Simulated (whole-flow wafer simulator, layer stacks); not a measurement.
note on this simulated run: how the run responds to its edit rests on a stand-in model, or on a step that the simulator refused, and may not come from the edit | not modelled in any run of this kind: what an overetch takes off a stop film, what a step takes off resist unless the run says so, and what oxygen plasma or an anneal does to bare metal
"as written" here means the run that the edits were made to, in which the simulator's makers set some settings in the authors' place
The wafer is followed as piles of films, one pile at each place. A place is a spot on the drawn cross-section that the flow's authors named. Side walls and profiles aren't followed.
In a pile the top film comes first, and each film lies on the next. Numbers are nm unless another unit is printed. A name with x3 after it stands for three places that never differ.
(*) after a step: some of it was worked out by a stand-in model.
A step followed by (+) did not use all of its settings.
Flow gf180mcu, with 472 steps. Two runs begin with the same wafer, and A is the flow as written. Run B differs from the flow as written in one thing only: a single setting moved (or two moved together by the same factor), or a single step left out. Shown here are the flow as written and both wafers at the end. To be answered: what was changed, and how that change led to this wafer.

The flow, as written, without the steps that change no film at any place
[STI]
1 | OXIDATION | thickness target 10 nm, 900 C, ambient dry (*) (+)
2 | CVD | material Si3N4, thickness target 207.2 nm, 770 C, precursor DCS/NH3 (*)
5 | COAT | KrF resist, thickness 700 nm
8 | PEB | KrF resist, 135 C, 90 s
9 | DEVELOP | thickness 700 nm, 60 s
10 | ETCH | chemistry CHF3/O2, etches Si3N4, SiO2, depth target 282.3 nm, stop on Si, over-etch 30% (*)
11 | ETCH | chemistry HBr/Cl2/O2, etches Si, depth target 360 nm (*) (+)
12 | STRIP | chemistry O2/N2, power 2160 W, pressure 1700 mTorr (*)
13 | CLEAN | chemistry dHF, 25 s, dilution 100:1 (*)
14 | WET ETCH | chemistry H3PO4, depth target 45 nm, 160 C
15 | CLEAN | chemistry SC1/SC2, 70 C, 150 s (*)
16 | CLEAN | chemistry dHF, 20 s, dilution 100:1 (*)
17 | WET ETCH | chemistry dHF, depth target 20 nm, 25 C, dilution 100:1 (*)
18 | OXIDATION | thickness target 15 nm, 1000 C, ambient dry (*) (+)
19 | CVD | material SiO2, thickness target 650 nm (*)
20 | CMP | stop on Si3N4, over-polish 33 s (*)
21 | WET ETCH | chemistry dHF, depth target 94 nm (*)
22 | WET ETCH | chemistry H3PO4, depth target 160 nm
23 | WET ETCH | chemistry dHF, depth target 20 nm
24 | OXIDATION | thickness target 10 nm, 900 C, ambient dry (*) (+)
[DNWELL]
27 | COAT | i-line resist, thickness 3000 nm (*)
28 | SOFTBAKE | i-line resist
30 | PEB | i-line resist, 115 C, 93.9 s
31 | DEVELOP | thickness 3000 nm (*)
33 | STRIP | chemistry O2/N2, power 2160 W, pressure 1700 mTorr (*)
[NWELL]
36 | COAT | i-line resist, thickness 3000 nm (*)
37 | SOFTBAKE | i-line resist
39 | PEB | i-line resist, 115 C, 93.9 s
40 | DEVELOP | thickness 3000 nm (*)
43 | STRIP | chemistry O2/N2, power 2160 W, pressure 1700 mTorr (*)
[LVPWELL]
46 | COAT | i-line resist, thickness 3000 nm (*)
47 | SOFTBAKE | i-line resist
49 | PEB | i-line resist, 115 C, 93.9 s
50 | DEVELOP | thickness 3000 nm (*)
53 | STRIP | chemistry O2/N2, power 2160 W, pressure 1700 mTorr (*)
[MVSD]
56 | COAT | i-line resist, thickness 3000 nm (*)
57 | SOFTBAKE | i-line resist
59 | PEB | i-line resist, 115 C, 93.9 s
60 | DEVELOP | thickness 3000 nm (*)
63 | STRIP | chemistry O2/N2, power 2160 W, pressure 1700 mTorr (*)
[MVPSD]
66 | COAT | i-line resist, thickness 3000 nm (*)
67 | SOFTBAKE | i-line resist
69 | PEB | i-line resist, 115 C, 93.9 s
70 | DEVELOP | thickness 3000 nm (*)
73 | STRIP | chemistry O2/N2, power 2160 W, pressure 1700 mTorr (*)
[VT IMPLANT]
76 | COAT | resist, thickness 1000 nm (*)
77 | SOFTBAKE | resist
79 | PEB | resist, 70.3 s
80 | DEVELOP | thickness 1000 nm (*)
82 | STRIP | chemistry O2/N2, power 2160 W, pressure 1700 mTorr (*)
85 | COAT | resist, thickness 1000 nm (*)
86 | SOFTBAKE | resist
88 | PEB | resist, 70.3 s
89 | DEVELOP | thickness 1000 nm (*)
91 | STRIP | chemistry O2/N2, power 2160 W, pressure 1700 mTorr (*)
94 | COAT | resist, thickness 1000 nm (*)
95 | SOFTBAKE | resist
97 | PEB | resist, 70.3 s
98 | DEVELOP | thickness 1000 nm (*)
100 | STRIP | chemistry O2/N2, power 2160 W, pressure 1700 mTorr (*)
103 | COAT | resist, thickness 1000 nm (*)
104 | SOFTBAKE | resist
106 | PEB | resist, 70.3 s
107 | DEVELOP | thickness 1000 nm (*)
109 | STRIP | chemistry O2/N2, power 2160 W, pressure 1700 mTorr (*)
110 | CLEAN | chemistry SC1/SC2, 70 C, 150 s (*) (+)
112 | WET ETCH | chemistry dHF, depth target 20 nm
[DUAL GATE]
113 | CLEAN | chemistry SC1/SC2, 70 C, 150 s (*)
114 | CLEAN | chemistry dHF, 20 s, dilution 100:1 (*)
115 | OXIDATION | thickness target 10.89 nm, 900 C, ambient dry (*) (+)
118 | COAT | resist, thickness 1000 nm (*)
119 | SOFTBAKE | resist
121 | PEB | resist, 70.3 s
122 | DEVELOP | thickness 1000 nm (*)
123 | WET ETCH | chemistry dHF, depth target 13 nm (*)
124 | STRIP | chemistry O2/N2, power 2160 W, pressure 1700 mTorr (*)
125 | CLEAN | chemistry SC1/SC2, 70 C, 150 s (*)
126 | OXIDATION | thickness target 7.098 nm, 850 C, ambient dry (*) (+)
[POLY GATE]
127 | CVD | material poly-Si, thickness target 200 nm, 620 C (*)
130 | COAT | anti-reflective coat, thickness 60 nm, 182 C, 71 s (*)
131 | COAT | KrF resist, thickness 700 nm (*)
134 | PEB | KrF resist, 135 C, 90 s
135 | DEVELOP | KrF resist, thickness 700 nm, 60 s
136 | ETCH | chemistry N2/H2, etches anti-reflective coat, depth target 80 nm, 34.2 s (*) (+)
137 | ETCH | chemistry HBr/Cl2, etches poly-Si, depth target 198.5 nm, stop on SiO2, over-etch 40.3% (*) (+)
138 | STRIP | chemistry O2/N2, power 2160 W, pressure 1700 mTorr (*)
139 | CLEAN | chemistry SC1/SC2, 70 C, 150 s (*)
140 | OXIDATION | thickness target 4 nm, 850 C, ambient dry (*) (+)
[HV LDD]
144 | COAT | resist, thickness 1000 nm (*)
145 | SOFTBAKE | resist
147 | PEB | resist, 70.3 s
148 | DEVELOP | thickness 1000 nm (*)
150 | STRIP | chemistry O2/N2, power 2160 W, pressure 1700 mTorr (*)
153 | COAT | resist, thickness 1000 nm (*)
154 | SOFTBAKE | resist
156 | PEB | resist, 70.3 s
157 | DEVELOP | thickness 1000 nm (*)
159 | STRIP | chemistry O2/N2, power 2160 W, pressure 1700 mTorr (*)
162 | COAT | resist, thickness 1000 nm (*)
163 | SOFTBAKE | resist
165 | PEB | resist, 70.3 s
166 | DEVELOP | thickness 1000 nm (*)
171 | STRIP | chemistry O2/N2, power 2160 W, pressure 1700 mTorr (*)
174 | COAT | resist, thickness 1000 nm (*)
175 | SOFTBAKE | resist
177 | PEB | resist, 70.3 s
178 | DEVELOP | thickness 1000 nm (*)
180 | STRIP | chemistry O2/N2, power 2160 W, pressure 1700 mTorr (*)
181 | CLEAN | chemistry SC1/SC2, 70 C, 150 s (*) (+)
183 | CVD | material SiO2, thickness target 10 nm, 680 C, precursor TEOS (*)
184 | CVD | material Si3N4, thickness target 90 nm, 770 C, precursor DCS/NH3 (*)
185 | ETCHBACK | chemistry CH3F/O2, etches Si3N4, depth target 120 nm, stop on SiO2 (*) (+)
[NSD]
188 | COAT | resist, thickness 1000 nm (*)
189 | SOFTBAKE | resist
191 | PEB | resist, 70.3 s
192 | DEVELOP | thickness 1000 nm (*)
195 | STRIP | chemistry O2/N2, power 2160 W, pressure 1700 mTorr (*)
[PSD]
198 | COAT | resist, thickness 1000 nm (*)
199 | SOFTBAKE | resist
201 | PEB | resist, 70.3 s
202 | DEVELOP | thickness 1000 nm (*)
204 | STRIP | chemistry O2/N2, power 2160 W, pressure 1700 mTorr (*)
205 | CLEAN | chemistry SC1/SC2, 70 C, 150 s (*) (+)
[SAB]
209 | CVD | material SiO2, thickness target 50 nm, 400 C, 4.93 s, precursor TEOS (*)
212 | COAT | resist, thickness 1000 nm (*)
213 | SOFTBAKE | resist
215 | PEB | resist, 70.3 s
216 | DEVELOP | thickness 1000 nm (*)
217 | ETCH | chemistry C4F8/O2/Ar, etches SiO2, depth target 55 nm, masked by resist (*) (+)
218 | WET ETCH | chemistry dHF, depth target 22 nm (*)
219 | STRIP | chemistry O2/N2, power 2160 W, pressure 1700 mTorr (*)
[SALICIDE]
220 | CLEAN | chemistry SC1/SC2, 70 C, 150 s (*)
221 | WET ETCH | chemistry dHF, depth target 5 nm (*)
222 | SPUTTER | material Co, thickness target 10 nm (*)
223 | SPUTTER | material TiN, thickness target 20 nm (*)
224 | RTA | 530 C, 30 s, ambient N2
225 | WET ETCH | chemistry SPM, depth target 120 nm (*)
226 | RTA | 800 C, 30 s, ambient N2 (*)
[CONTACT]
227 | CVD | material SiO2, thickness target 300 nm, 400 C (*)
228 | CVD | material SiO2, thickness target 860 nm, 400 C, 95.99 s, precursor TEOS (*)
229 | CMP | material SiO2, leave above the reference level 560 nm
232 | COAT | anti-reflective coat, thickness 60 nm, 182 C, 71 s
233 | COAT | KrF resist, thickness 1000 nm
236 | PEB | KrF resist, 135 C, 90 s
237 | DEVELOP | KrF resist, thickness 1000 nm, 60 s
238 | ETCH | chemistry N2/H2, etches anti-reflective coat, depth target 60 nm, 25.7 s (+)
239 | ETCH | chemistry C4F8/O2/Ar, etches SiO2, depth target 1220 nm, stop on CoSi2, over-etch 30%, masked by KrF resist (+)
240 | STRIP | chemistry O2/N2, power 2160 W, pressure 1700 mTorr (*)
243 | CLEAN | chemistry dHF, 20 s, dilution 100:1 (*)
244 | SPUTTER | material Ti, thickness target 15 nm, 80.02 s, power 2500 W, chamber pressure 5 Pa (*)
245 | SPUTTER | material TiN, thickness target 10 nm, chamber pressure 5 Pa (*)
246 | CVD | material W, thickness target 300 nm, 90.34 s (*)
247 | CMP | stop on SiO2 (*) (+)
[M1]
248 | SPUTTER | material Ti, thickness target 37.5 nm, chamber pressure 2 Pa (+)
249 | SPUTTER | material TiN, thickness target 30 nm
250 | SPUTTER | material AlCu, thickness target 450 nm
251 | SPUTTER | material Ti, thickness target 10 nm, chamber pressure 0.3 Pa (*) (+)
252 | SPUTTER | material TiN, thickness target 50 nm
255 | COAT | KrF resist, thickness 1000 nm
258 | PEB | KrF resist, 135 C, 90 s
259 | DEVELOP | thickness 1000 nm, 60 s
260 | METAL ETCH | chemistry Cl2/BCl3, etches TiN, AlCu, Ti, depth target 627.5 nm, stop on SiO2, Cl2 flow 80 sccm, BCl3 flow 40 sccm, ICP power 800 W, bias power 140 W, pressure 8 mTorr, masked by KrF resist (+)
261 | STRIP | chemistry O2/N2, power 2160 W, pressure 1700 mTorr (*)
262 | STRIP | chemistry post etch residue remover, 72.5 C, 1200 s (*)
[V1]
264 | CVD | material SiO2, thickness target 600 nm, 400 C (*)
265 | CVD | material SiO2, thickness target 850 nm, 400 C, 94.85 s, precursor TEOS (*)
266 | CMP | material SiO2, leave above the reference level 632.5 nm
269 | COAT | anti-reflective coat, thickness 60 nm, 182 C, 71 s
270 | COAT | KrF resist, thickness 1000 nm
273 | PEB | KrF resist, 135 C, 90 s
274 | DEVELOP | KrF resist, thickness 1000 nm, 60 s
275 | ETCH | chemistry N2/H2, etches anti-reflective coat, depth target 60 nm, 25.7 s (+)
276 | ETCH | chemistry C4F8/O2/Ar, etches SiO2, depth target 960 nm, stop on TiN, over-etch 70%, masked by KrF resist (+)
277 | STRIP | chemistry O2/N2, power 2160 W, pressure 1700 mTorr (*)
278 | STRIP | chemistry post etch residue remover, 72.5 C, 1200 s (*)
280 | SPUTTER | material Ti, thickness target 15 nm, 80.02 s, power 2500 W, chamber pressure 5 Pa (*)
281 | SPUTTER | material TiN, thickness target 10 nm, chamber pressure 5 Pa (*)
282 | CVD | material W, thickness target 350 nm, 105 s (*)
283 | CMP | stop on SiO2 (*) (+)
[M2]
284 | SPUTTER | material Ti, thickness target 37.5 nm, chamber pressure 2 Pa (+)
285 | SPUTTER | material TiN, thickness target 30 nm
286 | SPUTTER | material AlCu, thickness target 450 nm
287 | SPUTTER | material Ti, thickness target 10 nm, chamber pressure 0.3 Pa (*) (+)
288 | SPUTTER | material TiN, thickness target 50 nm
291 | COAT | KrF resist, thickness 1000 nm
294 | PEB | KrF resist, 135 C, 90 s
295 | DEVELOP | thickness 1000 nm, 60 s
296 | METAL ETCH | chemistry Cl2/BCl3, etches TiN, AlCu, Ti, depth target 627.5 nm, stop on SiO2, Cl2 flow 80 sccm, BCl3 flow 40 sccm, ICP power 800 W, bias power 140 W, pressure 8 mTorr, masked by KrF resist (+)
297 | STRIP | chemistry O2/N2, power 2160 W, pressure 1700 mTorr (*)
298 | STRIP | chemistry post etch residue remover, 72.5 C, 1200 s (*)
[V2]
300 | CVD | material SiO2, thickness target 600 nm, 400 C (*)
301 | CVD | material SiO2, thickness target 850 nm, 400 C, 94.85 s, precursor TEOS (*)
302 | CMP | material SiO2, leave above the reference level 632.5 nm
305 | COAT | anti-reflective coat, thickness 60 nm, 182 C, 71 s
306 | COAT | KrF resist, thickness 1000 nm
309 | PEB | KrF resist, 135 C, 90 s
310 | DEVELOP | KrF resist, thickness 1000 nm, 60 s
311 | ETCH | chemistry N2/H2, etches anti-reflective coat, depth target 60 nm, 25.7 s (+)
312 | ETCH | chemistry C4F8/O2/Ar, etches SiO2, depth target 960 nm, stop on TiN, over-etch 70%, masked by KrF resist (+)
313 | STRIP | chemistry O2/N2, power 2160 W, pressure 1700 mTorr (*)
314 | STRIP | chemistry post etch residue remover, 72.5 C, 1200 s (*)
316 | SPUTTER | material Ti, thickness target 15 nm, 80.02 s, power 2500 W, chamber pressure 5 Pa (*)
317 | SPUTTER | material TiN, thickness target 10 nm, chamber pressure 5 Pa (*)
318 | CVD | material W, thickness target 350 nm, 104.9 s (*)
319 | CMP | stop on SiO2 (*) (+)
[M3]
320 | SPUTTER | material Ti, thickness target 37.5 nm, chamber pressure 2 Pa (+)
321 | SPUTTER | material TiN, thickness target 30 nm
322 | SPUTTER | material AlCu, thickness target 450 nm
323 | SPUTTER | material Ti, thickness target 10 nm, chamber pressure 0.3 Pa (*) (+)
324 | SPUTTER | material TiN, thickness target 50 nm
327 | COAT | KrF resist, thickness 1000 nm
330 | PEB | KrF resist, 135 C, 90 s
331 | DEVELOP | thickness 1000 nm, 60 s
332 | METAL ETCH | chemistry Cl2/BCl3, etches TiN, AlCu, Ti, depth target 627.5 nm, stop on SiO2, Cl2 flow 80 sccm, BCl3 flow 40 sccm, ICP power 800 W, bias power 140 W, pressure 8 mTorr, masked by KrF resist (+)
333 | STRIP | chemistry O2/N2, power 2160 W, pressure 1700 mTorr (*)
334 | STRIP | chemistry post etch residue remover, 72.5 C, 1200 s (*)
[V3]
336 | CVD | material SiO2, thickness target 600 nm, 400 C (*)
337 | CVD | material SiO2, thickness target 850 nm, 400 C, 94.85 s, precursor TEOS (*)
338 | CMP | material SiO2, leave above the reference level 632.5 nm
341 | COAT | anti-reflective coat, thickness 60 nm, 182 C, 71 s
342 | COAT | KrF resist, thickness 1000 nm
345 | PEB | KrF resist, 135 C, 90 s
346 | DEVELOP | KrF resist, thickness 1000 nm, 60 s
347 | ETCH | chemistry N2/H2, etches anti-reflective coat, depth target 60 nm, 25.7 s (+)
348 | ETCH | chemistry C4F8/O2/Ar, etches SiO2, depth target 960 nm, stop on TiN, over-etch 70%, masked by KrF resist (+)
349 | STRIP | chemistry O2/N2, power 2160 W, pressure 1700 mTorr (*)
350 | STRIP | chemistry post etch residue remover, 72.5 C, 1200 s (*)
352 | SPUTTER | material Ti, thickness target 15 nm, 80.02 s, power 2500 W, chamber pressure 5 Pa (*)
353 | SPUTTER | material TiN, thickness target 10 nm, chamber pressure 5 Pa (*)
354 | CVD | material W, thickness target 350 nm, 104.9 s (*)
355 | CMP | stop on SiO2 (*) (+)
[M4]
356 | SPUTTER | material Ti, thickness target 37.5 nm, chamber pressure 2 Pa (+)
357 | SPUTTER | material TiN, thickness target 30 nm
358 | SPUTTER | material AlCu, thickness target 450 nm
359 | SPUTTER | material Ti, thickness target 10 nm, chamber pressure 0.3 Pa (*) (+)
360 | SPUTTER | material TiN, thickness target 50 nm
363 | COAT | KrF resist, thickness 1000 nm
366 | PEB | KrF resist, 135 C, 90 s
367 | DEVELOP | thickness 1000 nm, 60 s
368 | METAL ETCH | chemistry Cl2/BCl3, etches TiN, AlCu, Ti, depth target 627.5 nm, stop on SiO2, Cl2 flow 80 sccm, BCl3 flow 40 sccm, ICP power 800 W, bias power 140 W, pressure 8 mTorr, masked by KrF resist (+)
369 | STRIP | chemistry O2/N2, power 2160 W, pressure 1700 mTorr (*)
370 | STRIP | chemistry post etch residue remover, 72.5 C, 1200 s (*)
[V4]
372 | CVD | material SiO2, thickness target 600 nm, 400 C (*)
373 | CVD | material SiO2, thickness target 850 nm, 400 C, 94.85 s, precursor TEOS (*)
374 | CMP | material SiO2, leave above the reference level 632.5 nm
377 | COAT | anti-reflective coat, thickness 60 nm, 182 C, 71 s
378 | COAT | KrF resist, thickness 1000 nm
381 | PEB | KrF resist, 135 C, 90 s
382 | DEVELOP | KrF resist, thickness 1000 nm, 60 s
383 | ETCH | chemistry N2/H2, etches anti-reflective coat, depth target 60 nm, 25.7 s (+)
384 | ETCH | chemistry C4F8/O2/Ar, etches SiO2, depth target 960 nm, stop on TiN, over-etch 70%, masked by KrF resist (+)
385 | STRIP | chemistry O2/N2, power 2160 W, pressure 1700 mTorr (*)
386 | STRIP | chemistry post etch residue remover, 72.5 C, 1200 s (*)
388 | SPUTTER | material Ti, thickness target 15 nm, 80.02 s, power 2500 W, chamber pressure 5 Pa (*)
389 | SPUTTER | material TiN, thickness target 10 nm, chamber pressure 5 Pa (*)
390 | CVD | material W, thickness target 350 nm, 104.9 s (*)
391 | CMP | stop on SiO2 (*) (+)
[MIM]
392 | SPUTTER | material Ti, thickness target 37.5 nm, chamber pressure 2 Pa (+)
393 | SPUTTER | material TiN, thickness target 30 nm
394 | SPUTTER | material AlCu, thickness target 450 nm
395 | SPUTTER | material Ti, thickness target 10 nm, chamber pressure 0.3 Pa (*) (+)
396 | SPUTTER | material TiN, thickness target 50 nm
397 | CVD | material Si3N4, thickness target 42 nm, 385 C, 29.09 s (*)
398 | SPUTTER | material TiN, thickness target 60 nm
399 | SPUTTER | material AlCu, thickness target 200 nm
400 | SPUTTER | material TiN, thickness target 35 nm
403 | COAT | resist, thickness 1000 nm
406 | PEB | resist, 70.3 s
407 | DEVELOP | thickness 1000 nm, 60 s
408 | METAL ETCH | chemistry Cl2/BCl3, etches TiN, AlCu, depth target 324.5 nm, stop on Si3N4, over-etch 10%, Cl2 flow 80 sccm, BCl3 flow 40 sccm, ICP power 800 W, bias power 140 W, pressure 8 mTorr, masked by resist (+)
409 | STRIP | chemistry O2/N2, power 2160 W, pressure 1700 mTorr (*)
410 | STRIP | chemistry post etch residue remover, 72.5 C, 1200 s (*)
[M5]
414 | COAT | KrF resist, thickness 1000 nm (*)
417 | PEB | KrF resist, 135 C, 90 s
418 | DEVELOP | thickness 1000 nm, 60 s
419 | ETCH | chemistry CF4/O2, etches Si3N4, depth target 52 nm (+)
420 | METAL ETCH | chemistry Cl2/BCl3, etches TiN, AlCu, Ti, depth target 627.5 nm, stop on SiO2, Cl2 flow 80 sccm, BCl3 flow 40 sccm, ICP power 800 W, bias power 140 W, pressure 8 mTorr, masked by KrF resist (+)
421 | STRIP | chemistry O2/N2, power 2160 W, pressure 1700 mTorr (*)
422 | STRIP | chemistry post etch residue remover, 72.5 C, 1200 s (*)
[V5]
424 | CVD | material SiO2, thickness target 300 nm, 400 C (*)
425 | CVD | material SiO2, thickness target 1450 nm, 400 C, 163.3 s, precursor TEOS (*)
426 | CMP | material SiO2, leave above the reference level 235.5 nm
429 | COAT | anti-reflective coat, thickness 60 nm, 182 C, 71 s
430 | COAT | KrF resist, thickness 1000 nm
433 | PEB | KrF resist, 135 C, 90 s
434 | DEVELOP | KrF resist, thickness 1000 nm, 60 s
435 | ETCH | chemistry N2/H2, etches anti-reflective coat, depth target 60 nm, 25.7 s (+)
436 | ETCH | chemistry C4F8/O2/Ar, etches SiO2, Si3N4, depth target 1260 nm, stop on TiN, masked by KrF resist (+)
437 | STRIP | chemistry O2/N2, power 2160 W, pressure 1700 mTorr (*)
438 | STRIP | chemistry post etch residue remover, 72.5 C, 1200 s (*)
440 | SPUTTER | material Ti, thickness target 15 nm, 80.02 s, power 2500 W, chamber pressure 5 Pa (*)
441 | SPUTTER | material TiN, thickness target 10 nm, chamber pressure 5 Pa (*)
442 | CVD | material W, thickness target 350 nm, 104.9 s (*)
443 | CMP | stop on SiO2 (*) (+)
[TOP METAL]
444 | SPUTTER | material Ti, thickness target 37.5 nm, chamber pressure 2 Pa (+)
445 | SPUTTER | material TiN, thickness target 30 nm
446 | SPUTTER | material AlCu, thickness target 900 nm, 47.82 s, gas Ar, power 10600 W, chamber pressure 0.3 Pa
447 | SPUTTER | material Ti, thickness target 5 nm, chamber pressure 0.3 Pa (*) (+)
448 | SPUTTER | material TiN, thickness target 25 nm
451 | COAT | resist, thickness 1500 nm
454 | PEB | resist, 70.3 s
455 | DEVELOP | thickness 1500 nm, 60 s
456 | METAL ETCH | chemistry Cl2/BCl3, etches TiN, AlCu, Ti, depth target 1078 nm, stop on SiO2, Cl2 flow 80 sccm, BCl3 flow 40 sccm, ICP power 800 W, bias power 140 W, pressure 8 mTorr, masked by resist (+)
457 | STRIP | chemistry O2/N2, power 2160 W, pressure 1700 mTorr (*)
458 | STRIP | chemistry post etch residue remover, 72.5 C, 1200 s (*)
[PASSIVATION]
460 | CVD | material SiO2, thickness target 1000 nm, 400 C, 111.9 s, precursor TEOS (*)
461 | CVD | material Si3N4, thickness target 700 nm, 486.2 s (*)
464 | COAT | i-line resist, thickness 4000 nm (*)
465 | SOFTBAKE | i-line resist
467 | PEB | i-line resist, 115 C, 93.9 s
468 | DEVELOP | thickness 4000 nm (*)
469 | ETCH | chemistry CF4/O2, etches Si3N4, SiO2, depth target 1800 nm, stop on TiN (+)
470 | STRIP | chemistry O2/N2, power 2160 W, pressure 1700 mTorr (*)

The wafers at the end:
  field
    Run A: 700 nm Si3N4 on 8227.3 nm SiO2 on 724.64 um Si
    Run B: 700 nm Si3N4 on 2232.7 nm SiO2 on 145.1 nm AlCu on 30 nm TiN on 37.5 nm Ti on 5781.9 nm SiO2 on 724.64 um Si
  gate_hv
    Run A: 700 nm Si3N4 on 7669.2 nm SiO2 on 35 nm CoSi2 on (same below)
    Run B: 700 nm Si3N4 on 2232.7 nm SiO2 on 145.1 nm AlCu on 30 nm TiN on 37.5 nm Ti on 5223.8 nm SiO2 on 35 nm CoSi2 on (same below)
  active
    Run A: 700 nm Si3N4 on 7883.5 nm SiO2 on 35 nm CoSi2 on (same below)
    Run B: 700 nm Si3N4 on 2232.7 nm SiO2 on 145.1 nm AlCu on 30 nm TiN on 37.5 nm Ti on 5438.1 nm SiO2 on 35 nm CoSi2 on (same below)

What caused this: step 420, METAL ETCH: depth target 357.7 nm was run, though the flow has depth target 627.5 nm.

How this came from the change, step by step:
  420 | METAL ETCH | chemistry Cl2/BCl3, etches TiN, AlCu, Ti, depth target 627.5 nm, stop on SiO2, Cl2 flow 80 sccm, BCl3 flow 40 sccm, ICP power 800 W, bias power 140 W, pressure 8 mTorr, masked by KrF resist (+)
      field, field__w1, field__w2 and 101 more: A TiN loses 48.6 (all of it), Ti loses 10 (all of it), AlCu loses 450 (all of it), TiN loses 30 (all of it), Ti loses 37.5 (all of it) | B TiN loses 48.6 (all of it), Ti loses 10 (all of it), AlCu loses 299.1
      field__w4, field__w8, contact, m1, m1__w1, mim, mim_1p0, m1_nw: A KrF resist loses 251 | B KrF resist loses 143.1
  421 | STRIP | chemistry O2/N2, power 2160 W, pressure 1700 mTorr (*)
      field__w8, m1__w1: A KrF resist loses 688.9 (all of it) | B KrF resist loses 796.8 (all of it)
      contact, m1: A KrF resist loses 689.3 (all of it) | B KrF resist loses 797.2 (all of it)
      (as well as at 4 more places)
  422 | STRIP | chemistry post etch residue remover, 72.5 C, 1200 s (*)
      field, field__w1, field__w2 and 101 more: A nothing | B AlCu loses 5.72
  424 | CVD | material SiO2, thickness target 300 nm, 400 C (*)
      field, field__w1, field__w2 and 101 more: A SiO2 gains 300 | B SiO2 gains 300 (new film)
  426 | CMP | material SiO2, leave above the reference level 235.5 nm
      field, field__w1, field__w5 and 92 more: A SiO2 loses 300.8 | B SiO2 loses 513.5
      field__w2, field__w3, field__w12 and 6 more: A SiO2 loses 272.7 | B SiO2 loses 495
With metal films that touch counted as one body, field has 1 body; the flow as written gives 0 bodies.
With metal films that touch counted as one body, gate_hv has 2 bodies (between them, from the top down: SiO2 5223.8); the flow as written gives 1 body.
With metal films that touch counted as one body, active has 2 bodies (between them, from the top down: SiO2 5438.1); the flow as written gives 1 body.
